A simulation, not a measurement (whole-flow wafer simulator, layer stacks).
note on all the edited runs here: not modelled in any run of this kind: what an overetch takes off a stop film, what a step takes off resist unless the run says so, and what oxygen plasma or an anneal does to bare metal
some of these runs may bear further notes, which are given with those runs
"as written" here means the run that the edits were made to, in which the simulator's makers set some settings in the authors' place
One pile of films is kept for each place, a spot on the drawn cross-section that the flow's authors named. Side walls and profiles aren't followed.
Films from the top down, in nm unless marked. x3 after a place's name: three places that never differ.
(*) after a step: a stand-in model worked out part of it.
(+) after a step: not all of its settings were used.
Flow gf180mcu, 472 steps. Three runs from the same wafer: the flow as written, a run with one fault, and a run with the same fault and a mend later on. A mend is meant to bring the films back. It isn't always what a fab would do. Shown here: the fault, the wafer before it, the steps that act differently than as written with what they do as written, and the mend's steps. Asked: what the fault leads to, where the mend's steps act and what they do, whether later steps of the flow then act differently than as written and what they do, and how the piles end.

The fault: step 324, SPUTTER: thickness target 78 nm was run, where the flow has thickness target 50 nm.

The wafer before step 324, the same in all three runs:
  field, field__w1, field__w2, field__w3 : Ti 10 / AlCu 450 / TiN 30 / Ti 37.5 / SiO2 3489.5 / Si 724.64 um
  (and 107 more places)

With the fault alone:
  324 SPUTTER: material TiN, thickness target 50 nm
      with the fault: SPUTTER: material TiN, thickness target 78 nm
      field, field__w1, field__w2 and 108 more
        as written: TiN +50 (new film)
        with the fault: TiN +78 (new film)
  Later steps of the flow that act differently than as written (3 more steps differ only slightly, by at most 2% or 0.5 nm, whichever is larger, and aren't shown):
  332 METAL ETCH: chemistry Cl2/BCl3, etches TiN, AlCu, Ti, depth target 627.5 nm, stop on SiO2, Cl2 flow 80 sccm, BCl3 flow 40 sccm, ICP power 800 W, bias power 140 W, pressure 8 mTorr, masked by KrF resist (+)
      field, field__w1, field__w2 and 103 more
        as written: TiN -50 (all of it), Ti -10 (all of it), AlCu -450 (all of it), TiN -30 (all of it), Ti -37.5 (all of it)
        with the fault: TiN -78 (all of it), Ti -10 (all of it), AlCu -450 (all of it), TiN -30 (all of it), Ti -37.5 (all of it)
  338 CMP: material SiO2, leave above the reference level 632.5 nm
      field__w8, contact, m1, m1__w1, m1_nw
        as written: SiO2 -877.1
        with the fault: SiO2 -905.1
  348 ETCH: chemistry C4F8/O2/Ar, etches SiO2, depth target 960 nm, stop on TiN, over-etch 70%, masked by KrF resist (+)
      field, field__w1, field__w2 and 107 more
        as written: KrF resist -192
        with the fault: KrF resist -185.1
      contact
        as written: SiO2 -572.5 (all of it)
        with the fault: SiO2 -544.5 (all of it)
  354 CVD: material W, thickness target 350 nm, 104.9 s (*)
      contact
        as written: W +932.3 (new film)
        with the fault: W +904 (new film)
  At the end the piles differ from the flow's by more than 2% or 0.5 nm, whichever is larger, at field__w8, contact, m1, m1__w1, m1_nw.
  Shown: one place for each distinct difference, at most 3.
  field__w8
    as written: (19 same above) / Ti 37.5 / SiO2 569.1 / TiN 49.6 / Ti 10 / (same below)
    with the fault: (19 same above) / Ti 37.5 / SiO2 541.1 / TiN 77.6 / Ti 10 / (same below)
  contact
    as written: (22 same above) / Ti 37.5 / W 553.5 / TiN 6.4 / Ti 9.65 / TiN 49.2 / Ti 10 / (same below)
    with the fault: (22 same above) / Ti 37.5 / W 525.2 / TiN 6.51 / Ti 9.81 / TiN 77.2 / Ti 10 / (same below)

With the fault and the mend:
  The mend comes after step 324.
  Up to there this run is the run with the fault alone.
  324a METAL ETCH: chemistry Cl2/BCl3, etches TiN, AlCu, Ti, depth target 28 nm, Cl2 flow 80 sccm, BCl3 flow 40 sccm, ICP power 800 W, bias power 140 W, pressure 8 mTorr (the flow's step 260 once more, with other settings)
      field, field__w1, field__w2 and 108 more
        TiN -28
  No later step of the flow acts differently than as written at any place that is followed.
  At the end the piles are the same as the flow's at every place that both follow.
